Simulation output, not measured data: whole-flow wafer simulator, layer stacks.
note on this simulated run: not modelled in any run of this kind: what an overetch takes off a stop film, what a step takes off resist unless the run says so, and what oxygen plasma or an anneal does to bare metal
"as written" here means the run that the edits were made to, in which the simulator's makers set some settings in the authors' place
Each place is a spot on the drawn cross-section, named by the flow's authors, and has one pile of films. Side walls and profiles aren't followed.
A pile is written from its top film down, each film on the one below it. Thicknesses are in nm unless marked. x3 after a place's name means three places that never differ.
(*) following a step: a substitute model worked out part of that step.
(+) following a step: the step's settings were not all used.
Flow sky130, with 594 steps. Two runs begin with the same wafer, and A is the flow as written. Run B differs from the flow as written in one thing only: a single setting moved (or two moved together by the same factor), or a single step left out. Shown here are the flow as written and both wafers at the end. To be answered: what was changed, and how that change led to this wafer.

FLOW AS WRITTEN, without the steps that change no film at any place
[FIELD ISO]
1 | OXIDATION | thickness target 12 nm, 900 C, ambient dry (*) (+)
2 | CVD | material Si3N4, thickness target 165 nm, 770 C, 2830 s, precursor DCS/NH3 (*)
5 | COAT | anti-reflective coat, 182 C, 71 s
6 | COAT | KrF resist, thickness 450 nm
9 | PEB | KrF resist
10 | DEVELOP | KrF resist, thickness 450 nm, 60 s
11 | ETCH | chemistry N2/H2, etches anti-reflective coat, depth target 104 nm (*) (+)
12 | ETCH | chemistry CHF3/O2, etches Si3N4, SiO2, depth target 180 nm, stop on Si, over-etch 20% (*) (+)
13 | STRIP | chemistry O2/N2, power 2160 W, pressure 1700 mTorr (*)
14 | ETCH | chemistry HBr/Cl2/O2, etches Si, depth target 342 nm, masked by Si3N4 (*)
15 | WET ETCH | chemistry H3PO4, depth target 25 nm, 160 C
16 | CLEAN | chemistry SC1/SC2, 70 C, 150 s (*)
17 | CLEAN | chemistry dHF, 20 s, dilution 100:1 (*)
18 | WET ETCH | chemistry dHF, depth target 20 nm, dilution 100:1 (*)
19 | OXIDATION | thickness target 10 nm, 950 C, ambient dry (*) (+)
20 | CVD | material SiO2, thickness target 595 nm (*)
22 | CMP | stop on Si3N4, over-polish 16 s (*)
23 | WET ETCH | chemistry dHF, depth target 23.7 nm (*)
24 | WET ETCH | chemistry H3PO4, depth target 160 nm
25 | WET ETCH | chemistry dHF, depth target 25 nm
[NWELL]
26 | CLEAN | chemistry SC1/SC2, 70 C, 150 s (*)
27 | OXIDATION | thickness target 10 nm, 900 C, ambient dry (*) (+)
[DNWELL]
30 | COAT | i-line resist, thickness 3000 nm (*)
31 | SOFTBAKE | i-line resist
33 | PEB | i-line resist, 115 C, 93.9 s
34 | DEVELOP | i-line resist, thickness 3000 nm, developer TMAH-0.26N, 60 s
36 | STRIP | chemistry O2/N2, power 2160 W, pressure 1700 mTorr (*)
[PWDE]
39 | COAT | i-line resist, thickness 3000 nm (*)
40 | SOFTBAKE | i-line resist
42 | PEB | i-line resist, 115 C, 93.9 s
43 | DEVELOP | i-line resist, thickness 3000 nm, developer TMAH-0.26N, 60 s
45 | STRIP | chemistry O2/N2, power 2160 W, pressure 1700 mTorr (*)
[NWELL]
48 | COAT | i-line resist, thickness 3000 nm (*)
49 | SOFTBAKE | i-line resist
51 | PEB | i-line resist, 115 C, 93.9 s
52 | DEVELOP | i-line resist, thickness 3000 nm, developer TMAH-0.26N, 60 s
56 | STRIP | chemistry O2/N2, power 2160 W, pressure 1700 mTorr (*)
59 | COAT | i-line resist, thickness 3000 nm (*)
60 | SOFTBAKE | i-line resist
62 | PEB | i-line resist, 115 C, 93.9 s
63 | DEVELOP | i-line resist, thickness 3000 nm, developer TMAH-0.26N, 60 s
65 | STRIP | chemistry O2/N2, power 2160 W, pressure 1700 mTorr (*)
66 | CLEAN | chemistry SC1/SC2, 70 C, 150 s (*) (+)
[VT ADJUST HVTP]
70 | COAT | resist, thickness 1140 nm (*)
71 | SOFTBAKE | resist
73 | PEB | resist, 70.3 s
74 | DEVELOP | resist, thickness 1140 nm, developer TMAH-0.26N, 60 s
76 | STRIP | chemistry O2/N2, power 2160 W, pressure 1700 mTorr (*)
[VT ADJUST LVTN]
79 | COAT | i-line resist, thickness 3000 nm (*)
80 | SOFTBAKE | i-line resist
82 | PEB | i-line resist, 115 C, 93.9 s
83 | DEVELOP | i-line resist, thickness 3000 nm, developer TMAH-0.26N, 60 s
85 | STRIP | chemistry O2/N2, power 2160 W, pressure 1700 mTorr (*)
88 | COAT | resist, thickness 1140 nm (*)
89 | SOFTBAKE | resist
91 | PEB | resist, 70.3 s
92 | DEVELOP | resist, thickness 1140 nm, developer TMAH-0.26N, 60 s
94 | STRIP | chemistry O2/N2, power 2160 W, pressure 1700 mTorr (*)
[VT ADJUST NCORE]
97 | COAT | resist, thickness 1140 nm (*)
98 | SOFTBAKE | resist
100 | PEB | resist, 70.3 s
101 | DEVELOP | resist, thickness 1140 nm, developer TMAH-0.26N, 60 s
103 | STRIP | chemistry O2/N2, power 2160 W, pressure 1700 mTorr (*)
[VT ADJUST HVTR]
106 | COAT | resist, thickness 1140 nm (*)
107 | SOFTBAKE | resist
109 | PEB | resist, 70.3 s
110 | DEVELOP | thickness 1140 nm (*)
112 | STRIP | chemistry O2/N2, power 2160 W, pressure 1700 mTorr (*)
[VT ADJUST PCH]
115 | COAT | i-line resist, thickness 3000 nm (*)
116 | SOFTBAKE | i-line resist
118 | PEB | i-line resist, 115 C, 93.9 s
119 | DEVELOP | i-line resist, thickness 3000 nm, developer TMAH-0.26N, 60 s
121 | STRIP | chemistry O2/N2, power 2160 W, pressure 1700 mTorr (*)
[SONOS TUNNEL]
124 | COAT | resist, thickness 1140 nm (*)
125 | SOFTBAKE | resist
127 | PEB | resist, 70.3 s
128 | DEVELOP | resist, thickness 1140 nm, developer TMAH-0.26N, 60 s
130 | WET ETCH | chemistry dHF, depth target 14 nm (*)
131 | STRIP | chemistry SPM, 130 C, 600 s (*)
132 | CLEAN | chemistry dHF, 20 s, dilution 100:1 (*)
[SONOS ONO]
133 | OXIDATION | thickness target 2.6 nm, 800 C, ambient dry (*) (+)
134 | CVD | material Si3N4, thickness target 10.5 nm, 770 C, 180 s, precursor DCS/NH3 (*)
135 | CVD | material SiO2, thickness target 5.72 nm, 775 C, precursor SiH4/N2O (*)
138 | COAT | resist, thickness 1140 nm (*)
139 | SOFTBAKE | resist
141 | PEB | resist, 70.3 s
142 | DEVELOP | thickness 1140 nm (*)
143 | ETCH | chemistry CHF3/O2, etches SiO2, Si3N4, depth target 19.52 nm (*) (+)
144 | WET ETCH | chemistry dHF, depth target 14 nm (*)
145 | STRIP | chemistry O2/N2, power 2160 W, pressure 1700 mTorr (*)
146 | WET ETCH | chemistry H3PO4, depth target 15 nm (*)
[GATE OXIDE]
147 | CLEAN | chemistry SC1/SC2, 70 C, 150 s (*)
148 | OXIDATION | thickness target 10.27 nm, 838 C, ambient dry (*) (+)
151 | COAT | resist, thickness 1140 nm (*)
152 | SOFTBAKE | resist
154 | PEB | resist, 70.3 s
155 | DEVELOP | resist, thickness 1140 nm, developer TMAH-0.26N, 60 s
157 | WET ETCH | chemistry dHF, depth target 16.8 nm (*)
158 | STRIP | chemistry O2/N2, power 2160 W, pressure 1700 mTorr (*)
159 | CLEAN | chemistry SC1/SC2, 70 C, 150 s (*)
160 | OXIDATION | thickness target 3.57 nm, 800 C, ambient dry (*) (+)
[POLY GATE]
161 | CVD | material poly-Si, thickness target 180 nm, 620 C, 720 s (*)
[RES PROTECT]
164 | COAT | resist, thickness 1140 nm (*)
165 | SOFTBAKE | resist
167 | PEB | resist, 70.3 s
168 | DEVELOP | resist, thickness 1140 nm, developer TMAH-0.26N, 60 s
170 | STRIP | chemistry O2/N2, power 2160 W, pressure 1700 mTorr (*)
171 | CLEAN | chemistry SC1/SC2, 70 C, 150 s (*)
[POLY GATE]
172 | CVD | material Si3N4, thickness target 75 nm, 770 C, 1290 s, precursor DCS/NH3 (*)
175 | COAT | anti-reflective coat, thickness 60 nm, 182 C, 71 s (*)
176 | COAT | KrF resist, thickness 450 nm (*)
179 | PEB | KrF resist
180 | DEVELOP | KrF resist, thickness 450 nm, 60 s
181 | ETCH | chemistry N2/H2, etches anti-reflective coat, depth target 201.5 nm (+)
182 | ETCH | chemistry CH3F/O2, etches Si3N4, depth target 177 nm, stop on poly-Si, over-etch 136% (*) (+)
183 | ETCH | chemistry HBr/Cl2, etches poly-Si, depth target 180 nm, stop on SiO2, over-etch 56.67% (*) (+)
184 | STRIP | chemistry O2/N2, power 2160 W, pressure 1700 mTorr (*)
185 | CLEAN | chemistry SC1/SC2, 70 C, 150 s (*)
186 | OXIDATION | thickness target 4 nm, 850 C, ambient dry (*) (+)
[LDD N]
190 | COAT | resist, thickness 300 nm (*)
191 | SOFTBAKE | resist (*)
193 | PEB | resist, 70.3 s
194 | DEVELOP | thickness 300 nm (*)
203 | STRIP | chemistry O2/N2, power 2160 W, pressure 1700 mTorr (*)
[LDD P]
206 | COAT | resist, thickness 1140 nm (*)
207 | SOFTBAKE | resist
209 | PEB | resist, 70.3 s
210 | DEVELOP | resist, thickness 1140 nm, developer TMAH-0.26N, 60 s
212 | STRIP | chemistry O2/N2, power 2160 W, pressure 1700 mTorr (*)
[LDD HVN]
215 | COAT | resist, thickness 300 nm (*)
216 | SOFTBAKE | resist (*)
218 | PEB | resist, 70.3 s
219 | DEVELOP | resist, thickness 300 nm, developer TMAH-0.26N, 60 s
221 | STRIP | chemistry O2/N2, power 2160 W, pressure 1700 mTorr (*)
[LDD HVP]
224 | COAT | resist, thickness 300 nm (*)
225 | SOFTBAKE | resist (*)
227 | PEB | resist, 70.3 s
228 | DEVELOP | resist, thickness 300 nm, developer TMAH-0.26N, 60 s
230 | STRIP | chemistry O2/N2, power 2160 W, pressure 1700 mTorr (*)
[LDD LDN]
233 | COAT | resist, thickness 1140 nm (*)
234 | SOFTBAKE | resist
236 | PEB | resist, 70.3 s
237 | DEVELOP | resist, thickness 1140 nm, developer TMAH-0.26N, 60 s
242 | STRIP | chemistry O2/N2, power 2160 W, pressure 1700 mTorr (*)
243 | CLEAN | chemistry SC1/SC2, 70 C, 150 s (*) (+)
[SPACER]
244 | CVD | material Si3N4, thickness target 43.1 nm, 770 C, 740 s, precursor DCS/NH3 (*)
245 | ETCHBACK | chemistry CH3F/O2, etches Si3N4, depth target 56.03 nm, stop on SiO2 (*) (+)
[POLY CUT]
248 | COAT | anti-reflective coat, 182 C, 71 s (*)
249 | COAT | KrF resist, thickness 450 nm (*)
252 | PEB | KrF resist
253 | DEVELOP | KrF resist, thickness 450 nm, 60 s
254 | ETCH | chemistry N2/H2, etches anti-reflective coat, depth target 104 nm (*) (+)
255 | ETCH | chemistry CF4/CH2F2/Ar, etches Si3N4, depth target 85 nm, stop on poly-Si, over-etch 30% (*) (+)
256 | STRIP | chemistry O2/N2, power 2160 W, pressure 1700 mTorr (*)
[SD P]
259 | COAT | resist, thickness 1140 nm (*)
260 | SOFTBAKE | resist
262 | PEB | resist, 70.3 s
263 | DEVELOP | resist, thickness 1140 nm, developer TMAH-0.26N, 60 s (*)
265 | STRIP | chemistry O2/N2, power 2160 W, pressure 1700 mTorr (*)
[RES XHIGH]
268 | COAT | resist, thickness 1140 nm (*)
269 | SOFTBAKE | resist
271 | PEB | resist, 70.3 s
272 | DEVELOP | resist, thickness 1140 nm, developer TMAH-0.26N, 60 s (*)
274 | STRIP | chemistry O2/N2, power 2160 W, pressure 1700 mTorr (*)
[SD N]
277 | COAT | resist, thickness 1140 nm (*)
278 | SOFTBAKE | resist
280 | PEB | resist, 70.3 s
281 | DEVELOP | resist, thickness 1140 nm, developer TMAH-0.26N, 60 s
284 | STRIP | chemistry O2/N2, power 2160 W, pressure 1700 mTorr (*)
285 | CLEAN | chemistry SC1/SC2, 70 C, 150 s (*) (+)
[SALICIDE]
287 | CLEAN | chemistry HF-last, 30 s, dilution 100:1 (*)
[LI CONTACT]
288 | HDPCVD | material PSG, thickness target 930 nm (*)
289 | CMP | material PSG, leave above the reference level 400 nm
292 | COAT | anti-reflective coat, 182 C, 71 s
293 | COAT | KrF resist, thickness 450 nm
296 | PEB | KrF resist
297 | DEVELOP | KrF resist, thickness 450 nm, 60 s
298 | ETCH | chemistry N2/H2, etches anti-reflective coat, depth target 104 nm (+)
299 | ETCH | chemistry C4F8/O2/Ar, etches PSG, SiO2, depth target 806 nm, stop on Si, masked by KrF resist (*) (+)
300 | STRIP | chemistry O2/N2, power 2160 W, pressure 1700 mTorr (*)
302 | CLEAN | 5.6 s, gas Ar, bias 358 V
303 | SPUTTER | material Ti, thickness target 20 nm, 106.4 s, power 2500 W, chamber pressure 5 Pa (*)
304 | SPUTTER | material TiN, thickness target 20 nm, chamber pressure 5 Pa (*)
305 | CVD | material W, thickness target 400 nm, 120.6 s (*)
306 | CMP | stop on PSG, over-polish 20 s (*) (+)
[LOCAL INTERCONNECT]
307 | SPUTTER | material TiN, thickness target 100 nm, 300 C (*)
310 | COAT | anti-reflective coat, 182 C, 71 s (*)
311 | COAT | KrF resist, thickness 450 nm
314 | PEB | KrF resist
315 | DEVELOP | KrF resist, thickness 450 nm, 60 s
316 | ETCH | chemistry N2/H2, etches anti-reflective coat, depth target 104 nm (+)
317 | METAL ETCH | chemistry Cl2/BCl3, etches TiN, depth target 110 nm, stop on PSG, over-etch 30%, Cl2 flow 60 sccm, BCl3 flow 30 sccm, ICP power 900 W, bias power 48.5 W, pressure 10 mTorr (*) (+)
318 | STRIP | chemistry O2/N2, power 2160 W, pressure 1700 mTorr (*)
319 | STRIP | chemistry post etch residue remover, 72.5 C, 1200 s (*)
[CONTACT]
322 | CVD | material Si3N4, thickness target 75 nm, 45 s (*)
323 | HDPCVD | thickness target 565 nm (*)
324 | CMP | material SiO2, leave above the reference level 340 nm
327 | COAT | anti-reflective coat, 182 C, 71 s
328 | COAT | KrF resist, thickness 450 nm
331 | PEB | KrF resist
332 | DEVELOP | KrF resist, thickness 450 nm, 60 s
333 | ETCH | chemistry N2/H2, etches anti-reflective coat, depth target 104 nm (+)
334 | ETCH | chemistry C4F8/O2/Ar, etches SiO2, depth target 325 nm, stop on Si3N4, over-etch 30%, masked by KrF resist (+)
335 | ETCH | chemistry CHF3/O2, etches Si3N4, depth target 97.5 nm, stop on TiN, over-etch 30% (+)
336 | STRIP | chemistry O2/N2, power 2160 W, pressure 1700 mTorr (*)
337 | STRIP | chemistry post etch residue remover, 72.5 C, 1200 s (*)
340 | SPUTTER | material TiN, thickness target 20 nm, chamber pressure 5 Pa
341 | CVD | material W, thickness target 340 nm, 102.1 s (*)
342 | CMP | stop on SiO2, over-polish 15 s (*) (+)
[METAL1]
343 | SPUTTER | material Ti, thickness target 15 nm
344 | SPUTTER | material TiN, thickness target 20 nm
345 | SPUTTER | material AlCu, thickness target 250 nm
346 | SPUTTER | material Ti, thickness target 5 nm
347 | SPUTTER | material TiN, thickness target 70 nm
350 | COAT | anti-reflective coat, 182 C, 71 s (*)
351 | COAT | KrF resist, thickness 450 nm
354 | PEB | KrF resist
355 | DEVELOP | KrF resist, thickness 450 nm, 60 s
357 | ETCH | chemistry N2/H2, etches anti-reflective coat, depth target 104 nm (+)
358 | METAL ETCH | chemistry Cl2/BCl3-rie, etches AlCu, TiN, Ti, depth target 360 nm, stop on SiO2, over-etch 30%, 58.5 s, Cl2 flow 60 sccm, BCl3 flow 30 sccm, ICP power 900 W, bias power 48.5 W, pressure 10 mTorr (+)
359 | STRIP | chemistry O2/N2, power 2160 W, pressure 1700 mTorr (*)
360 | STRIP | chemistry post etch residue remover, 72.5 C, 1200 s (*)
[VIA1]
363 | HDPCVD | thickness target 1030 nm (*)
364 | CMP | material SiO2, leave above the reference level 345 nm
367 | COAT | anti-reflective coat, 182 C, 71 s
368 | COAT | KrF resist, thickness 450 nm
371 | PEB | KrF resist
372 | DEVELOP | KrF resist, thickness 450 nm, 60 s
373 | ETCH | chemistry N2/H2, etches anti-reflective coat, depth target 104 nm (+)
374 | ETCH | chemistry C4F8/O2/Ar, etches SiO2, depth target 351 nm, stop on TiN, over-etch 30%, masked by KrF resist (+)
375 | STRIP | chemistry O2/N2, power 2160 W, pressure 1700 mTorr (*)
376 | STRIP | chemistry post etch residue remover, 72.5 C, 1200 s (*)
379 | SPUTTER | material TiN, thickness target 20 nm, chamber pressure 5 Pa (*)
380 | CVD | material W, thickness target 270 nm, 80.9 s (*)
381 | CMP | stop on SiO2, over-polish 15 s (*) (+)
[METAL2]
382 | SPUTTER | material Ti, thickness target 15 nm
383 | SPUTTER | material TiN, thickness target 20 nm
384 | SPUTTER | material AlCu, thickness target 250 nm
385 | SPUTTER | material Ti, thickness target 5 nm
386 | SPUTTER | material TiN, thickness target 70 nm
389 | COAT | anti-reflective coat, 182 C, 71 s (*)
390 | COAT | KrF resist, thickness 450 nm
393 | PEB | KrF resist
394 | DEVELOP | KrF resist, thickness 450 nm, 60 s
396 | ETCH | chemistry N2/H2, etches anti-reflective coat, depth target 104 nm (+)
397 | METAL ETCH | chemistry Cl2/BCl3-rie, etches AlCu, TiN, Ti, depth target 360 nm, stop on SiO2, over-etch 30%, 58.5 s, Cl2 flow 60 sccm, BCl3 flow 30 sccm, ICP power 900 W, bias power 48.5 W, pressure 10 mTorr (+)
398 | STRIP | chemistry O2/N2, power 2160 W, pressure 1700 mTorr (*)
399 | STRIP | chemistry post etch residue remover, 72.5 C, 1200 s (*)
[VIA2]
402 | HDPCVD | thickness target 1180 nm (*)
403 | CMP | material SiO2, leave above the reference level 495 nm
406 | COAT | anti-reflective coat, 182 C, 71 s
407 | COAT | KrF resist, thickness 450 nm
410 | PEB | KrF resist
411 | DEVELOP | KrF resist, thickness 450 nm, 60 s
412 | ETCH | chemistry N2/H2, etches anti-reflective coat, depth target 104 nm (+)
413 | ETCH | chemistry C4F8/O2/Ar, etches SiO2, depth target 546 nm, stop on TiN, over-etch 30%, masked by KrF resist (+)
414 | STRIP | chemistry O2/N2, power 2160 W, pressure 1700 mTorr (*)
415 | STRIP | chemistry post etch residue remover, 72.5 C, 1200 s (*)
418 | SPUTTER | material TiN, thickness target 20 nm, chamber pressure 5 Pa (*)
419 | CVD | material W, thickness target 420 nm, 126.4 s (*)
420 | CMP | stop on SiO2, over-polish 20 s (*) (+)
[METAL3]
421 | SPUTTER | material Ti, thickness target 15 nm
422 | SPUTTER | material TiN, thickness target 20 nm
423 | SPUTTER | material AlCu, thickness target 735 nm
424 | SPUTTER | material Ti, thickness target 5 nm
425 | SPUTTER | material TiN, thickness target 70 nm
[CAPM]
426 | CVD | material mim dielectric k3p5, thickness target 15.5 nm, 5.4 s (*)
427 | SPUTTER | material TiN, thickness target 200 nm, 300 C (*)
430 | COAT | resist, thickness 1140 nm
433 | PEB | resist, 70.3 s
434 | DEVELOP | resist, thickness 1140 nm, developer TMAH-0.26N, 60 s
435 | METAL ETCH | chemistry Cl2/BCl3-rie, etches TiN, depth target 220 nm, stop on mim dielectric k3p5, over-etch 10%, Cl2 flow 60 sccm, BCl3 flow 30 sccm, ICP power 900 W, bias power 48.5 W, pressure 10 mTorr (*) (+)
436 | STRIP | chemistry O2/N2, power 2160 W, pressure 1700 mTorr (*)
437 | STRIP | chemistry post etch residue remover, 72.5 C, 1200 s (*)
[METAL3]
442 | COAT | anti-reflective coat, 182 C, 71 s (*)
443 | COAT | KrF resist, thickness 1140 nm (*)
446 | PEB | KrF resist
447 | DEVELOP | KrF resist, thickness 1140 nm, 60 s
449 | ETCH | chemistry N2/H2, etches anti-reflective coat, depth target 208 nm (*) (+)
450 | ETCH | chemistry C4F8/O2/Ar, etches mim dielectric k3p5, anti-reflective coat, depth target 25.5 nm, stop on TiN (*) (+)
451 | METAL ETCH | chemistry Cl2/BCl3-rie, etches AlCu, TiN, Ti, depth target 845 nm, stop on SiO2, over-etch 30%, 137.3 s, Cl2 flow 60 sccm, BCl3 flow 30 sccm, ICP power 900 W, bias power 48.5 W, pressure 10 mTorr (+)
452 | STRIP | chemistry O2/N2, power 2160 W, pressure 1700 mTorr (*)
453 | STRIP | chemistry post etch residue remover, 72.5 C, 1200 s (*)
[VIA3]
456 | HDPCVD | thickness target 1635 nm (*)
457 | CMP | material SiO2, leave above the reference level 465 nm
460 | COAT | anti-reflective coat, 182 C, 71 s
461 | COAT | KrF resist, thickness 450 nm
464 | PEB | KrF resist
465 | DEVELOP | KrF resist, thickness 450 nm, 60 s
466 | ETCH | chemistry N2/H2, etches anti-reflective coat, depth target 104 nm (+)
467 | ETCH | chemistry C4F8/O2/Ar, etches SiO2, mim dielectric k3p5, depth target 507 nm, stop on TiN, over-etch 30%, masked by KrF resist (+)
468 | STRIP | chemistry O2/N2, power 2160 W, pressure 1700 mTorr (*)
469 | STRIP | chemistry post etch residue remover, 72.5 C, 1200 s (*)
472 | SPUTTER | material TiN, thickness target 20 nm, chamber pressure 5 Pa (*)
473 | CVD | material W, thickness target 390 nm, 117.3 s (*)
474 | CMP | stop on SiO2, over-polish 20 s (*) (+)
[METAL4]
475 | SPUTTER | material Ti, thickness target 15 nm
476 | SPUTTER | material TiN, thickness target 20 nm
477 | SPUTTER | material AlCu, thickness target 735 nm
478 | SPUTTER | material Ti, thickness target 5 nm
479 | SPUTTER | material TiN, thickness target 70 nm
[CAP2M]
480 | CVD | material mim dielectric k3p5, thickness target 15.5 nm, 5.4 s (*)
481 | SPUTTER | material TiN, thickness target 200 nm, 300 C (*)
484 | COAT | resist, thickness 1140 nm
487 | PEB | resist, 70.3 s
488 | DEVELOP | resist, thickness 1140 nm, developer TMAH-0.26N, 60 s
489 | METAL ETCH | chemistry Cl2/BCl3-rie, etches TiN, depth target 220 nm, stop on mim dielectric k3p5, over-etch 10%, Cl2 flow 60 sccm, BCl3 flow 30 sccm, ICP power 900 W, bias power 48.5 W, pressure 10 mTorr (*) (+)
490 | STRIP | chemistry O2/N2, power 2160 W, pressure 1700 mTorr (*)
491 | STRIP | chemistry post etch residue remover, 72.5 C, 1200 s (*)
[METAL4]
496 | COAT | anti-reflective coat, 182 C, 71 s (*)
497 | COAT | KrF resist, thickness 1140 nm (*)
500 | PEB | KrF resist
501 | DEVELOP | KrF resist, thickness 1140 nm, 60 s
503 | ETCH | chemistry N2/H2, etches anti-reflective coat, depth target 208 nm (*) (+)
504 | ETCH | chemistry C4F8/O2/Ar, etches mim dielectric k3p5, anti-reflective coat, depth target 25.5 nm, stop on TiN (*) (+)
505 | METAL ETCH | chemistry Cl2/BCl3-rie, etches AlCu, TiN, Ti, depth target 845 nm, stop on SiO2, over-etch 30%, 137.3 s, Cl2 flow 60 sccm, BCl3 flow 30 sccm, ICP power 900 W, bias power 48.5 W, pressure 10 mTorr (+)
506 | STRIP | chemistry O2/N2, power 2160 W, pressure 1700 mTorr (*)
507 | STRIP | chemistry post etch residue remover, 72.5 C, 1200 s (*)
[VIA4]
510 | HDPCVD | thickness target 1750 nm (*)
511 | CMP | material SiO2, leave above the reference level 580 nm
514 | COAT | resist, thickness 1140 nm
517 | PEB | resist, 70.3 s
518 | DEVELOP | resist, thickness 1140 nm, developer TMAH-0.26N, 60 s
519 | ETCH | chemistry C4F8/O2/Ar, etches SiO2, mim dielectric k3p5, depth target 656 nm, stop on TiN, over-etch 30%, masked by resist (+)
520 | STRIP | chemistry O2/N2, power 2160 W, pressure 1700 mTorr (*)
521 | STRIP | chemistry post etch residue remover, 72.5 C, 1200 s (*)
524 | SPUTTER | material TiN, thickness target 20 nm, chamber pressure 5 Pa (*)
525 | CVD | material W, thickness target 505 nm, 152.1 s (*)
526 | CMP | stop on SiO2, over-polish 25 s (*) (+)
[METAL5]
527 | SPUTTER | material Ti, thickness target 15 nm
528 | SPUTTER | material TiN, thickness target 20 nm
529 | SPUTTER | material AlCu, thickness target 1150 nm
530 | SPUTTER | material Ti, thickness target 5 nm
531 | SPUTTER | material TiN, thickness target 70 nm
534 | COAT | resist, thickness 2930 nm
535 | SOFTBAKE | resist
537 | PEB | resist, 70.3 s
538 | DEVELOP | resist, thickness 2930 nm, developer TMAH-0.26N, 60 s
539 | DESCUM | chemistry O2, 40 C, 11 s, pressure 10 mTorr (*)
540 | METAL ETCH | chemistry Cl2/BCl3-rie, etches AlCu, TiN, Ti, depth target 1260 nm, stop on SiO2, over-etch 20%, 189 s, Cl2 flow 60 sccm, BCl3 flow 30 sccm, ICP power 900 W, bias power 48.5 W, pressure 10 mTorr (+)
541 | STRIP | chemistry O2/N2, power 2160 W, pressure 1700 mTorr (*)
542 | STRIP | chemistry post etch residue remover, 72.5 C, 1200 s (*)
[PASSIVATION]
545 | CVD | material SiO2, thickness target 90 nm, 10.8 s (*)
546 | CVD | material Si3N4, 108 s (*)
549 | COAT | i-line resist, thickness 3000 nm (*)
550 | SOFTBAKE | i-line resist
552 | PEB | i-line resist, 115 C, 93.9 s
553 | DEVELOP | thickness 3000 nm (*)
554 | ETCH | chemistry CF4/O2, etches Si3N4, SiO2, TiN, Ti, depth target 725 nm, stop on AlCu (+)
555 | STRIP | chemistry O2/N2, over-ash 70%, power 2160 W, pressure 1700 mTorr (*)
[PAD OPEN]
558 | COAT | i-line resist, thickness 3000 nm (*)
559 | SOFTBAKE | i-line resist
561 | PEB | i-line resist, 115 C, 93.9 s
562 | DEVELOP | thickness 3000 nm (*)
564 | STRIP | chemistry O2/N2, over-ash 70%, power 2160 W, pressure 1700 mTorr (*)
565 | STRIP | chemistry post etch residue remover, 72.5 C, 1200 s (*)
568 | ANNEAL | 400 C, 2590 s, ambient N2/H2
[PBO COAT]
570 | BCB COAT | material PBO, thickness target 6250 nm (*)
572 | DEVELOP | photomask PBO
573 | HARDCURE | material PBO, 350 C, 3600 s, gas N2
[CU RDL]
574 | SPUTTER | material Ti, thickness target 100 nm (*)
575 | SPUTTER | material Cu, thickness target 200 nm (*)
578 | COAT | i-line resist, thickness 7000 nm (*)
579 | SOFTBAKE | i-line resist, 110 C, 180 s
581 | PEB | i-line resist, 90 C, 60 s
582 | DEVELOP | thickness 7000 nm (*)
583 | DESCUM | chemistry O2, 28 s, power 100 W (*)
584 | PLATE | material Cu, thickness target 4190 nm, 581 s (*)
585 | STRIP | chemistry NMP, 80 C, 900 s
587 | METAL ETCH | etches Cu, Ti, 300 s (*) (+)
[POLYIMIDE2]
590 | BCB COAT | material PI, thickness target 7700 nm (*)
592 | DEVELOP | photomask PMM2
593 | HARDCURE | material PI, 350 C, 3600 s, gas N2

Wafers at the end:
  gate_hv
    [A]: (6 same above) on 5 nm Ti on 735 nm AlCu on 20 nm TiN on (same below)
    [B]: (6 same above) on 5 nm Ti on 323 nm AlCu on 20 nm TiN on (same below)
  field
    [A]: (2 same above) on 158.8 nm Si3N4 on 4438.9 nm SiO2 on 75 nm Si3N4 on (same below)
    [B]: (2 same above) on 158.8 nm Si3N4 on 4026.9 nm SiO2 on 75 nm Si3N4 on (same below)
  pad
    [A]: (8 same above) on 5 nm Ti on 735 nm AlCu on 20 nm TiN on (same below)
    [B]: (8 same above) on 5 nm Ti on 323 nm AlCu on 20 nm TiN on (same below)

What caused this: step 477, SPUTTER: thickness target 323 nm was run, while the flow as written has thickness target 735 nm.
The wafer itself shows it: gate_hv has AlCu 323, and step 477 as written asks for 735 nm.

Step by step, how the change led to this:
  477 | SPUTTER | material AlCu, thickness target 735 nm
      field, active, n_well and 189 more: A AlCu gains 735 (new film) | B AlCu gains 323 (new film)
  505 | METAL ETCH | chemistry Cl2/BCl3-rie, etches AlCu, TiN, Ti, depth target 845 nm, stop on SiO2, over-etch 30%, 137.3 s, Cl2 flow 60 sccm, BCl3 flow 30 sccm, ICP power 900 W, bias power 48.5 W, pressure 10 mTorr (+)
      field, gate, spacer and 68 more: A TiN loses 70 (all of it), Ti loses 5 (all of it), AlCu loses 735 (all of it), TiN loses 20 (all of it), Ti loses 15 (all of it), SiO2 loses 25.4 | B TiN loses 70 (all of it), Ti loses 5 (all of it), AlCu loses 323 (all of it), TiN loses 20 (all of it), Ti loses 15 (all of it), SiO2 loses 66.6
      active, vpp_iso1, mim_edge_plate and 13 more: A TiN loses 70 (all of it), Ti loses 5 (all of it), AlCu loses 735 (all of it), TiN loses 20 (all of it), Ti loses 15 (all of it), SiO2 loses 25.3 | B TiN loses 70 (all of it), Ti loses 5 (all of it), AlCu loses 323 (all of it), TiN loses 20 (all of it), Ti loses 15 (all of it), SiO2 loses 66.6
      (as well as at 1 more place)
  511 | CMP | material SiO2, leave above the reference level 580 nm
      field, gate, spacer and 61 more: A SiO2 loses 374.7 | B SiO2 loses 745.4
      active, vpp_ln, vpp_iso2 and 13 more: A SiO2 loses 374.7 | B SiO2 loses 745.5
      (as well as at 8 more places)
